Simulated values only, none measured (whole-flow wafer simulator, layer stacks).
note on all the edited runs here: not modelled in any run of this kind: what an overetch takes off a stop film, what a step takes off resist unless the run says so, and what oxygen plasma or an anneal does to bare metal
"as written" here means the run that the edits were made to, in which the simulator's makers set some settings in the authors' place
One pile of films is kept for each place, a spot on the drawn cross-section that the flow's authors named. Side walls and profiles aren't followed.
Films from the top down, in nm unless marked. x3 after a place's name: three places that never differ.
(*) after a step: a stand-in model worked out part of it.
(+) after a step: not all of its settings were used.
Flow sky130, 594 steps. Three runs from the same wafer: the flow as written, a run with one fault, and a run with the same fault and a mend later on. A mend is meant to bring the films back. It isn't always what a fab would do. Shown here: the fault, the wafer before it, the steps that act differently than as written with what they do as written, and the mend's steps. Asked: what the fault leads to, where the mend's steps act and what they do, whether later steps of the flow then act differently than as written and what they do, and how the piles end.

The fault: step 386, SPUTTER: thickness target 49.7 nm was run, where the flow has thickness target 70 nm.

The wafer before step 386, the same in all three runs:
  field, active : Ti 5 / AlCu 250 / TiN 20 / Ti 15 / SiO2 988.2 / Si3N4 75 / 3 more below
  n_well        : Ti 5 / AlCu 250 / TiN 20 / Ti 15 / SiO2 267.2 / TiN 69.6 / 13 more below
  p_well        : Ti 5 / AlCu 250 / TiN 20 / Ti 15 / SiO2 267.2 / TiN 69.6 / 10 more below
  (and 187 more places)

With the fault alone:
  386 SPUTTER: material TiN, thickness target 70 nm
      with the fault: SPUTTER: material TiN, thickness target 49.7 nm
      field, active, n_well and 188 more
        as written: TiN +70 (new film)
        with the fault: TiN +49.7 (new film)
  Later steps of the flow that act differently than as written (15 more steps differ only slightly, by at most 2% or 0.5 nm, whichever is larger, and aren't shown):
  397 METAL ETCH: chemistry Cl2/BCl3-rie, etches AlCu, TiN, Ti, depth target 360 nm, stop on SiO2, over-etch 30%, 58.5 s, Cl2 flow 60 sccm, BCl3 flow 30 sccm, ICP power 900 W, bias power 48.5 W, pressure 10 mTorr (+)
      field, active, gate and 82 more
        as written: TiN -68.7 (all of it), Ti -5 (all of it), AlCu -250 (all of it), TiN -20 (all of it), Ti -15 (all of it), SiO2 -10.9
        with the fault: TiN -48.4 (all of it), Ti -5 (all of it), AlCu -250 (all of it), TiN -20 (all of it), Ti -15 (all of it), SiO2 -13
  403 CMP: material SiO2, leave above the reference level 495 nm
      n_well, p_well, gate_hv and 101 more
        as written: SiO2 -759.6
        with the fault: SiO2 -739.3
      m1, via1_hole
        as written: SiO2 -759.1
        with the fault: SiO2 -738.8
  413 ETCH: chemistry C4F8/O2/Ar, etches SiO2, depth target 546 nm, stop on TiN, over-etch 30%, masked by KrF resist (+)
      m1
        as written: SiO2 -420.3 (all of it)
        with the fault: SiO2 -440.6 (all of it)
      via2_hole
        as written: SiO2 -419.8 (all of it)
        with the fault: SiO2 -440.1 (all of it)
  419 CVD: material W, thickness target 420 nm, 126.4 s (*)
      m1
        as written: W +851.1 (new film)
        with the fault: W +871.7 (new film)
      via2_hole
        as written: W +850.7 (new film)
        with the fault: W +871.2 (new film)
  At the end the piles differ from the flow's by more than 2% or 0.5 nm, whichever is larger, at n_well, p_well, gate_hv and 103 more.
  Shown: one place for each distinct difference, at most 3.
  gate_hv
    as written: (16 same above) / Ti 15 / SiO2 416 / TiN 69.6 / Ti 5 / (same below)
    with the fault: (16 same above) / Ti 15 / SiO2 436.3 / TiN 49.3 / Ti 5 / (same below)
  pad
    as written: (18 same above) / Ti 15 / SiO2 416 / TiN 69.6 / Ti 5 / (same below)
    with the fault: (18 same above) / Ti 15 / SiO2 436.3 / TiN 49.3 / Ti 5 / (same below)
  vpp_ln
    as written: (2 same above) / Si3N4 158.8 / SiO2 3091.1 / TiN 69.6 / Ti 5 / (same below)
    with the fault: (2 same above) / Si3N4 158.8 / SiO2 3111.4 / TiN 49.3 / Ti 5 / (same below)

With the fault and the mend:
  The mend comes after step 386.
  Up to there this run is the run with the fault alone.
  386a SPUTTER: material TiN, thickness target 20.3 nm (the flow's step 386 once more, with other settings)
      field, active, n_well and 188 more
        TiN +20.3
  No later step of the flow acts differently than as written at any place that is followed.
  At the end the piles are the same as the flow's at every place that both follow.
